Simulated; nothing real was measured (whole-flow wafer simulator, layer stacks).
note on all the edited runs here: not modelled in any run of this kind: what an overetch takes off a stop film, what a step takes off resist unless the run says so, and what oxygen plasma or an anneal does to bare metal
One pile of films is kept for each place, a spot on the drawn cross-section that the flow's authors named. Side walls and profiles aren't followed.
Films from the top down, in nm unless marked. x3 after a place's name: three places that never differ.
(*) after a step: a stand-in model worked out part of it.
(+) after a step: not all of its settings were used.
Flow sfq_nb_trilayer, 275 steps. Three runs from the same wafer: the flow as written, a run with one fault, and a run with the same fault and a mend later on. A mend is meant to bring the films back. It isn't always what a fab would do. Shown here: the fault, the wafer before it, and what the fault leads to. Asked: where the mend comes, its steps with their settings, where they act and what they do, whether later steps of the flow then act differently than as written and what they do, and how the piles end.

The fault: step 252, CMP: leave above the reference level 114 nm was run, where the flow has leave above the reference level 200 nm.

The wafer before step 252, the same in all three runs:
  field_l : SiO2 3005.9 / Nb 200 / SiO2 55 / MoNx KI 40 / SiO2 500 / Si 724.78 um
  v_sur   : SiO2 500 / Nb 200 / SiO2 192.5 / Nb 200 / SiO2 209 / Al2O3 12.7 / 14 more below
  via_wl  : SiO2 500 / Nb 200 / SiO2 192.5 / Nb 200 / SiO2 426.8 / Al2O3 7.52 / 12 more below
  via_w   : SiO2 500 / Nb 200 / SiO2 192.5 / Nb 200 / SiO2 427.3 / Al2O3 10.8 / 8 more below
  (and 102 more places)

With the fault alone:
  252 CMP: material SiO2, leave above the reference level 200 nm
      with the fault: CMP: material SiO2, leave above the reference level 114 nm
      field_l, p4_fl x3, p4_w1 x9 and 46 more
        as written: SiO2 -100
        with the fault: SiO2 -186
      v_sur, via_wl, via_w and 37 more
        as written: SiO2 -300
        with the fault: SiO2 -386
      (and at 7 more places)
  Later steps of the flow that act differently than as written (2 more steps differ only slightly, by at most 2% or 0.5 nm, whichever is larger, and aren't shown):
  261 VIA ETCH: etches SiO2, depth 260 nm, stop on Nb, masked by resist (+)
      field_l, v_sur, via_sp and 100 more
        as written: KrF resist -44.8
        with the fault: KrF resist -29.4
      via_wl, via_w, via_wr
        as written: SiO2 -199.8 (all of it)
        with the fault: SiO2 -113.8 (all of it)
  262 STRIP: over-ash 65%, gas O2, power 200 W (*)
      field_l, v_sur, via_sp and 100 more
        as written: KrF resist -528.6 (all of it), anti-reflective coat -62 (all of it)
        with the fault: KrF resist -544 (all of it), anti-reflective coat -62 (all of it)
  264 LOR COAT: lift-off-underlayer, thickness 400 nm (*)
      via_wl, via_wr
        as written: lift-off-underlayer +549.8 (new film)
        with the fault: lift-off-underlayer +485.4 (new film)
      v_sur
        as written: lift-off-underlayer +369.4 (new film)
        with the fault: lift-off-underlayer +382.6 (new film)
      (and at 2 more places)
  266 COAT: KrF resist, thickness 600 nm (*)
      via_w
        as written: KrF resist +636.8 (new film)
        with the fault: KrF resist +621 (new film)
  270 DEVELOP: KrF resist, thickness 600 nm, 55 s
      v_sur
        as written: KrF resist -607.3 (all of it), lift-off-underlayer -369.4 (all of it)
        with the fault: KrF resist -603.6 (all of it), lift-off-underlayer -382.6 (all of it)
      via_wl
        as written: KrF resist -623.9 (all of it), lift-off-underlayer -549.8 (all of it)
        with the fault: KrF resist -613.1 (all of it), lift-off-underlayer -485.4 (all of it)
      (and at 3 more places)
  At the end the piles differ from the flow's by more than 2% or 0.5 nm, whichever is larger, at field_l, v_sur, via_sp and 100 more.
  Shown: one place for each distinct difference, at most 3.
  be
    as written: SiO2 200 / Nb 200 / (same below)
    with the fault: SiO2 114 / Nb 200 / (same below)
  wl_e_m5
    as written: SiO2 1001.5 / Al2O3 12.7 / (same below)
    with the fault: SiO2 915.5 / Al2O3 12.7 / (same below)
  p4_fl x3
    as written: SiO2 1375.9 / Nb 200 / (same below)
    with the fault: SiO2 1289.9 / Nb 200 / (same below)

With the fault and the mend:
  The mend comes after step 259.
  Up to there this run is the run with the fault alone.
  259a STRIP: over-ash 65%, gas O2, power 200 W (*)
      field_l, v_sur, via_sp and 100 more
        KrF resist -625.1 (all of it), anti-reflective coat -62 (all of it)
      via_wl, via_w, via_wr
        anti-reflective coat -62 (all of it)
  259b PECVD: material SiO2, thickness 86 nm, 150 C, 19.11 s, RF power 183.3 W, pressure 2.4 Torr, precursor SiH4/N2O (the flow's step 251 once more, with other settings)
      field_l, v_sur, via_wl and 103 more
        SiO2 +86
  259c COAT: anti-reflective coat, thickness 62 nm (the flow's step 254 once more)
      field_l, v_sur, via_wl and 103 more
        anti-reflective coat +62 (new film)
  259d COAT: KrF resist, thickness 650 nm (the flow's step 255 once more)
      field_l, v_sur, via_wl and 103 more
        KrF resist +650 (new film)
  259e SOFTBAKE: KrF resist (the flow's step 256 once more)
      changes no film at any place that is followed
  259f EXPOSE: photomask I7, dose 11.93 mJ/cm2, NA 0.6, wavelength 248 nm (*) (the flow's step 257 once more)
      changes no film at any place that is followed
  259g PEB: KrF resist, 90 s (the flow's step 258 once more)
      field_l, v_sur, via_wl and 103 more
        KrF resist -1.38
  259h DEVELOP: KrF resist, thickness 650 nm, 60 s (the flow's step 259 once more)
      field_l, v_sur, via_sp and 100 more
        KrF resist -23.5
      via_wl, via_w, via_wr
        KrF resist -648.6 (all of it)
  No later step of the flow acts differently than as written at any place that is followed.
  At the end the piles are the same as the flow's at every place that both follow.
